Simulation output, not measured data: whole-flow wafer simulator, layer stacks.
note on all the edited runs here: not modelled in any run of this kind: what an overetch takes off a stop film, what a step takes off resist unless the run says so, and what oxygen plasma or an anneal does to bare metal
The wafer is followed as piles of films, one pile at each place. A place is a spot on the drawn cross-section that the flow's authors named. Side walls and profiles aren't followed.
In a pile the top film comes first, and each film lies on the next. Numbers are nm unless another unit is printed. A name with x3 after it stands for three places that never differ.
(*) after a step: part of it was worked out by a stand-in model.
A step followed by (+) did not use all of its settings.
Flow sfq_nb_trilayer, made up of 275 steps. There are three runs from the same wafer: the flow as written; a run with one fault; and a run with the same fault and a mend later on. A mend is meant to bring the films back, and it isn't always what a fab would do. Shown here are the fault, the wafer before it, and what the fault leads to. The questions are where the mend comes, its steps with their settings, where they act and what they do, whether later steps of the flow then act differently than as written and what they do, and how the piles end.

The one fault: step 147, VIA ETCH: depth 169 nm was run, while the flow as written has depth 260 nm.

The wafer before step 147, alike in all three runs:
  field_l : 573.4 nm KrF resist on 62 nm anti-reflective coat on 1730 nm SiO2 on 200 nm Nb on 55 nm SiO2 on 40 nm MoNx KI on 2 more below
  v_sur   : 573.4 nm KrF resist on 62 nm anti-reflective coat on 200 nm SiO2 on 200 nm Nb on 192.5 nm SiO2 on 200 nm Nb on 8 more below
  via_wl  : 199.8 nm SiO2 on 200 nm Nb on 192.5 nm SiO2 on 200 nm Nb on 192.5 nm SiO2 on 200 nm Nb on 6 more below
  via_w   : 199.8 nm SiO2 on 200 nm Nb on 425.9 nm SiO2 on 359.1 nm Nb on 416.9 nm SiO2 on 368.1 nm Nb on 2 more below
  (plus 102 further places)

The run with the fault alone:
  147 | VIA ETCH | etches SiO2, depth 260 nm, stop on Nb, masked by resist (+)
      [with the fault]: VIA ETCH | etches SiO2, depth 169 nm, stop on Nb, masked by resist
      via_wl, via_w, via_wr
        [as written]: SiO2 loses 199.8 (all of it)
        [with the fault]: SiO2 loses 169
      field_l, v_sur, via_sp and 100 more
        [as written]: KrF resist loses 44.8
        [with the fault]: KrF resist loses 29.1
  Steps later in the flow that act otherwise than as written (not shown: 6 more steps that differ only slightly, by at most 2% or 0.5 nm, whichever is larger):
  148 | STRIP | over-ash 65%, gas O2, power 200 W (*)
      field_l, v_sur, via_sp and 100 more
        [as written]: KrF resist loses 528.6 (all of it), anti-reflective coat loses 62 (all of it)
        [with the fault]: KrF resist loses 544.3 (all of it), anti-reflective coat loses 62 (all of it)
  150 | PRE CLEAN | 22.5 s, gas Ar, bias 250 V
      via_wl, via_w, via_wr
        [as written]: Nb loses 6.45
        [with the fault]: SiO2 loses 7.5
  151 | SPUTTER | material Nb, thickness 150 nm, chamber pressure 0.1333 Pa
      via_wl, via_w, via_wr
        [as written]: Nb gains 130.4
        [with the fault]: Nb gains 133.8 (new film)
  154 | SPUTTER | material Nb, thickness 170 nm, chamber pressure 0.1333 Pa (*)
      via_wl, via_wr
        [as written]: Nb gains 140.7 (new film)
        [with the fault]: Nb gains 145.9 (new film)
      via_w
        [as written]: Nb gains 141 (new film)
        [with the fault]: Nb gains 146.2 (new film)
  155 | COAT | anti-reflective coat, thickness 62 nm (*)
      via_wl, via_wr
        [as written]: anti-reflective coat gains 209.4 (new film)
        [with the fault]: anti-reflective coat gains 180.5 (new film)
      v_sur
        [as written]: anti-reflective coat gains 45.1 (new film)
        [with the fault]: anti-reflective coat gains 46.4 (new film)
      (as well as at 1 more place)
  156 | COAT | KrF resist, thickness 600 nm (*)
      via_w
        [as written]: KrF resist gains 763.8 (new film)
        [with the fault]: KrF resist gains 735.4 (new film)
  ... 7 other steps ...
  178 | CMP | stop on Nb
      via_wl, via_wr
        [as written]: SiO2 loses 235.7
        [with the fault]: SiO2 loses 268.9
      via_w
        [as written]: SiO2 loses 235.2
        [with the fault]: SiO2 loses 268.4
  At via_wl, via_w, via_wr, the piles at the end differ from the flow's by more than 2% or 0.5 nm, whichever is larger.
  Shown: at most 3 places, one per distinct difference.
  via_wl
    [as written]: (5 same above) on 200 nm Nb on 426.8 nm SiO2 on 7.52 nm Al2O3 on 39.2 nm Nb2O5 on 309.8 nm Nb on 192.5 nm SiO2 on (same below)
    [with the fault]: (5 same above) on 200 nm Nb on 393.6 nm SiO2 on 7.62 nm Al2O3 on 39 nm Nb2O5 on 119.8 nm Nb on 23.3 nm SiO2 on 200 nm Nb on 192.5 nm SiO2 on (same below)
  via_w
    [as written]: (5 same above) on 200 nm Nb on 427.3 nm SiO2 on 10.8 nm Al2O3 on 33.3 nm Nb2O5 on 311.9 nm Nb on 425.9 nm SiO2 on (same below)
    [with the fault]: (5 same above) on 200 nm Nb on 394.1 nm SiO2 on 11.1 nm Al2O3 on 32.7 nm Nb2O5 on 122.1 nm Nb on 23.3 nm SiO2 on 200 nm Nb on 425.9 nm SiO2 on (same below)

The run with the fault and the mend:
  After step 147 comes the mend.
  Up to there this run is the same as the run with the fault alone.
  147a | VIA ETCH | etches SiO2, depth 91 nm, stop on Nb, masked by resist (+) (the flow's step 147 again, with other settings)
      field_l, v_sur, via_sp and 100 more
        KrF resist loses 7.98
      via_wl, via_w, via_wr
        SiO2 loses 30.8 (all of it)
  Every later step of the flow that is run acts as written, at every place that is followed, to within 2% or 0.5 nm, whichever is larger.
  By the end, the piles equal the flow's at every place that both follow.
